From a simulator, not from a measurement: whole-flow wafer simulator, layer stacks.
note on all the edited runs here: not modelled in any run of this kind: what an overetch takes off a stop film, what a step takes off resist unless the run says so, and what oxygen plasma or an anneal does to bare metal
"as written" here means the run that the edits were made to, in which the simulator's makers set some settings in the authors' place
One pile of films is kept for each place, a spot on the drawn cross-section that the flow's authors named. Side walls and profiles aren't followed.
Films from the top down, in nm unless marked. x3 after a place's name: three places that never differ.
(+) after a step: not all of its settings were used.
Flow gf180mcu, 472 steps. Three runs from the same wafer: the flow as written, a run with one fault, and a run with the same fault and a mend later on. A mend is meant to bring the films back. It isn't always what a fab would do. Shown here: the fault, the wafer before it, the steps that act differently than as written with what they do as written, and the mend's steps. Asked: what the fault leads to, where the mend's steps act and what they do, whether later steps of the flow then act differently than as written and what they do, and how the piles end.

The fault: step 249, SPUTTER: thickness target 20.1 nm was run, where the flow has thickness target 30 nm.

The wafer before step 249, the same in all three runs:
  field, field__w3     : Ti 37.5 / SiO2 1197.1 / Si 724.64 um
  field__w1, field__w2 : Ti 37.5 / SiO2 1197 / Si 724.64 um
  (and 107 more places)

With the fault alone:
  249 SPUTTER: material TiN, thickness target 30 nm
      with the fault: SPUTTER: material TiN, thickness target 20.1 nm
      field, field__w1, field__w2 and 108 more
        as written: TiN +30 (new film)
        with the fault: TiN +20.1 (new film)
  Later steps of the flow that act differently than as written:
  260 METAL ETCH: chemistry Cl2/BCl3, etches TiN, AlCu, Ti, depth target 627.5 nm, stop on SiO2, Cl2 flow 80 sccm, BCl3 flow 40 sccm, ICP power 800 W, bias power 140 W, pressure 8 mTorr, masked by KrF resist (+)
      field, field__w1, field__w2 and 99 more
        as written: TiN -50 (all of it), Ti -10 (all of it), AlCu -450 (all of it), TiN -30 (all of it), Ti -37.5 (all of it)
        with the fault: TiN -50 (all of it), Ti -10 (all of it), AlCu -450 (all of it), TiN -20.1 (all of it), Ti -37.5 (all of it)
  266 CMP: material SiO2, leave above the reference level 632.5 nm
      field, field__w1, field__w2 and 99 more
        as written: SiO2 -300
        with the fault: SiO2 -309.9
  At the end the piles differ from the flow's by more than 2% or 0.5 nm, whichever is larger, at field__w8, contact, m1 and 6 more.
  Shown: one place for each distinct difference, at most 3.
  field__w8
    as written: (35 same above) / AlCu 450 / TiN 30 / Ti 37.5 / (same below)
    with the fault: (35 same above) / AlCu 450 / TiN 20.1 / Ti 37.5 / (same below)
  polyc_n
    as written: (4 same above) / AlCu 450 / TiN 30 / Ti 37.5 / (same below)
    with the fault: (4 same above) / AlCu 450 / TiN 20.1 / Ti 37.5 / (same below)
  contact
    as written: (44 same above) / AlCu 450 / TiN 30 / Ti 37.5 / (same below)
    with the fault: (44 same above) / AlCu 450 / TiN 20.1 / Ti 37.5 / (same below)

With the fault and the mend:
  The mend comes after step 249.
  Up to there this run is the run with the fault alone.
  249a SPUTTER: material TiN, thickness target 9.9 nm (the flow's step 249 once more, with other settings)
      field, field__w1, field__w2 and 108 more
        TiN +9.9
  No later step of the flow acts differently than as written at any place that is followed.
  At the end the piles are the same as the flow's at every place that both follow.
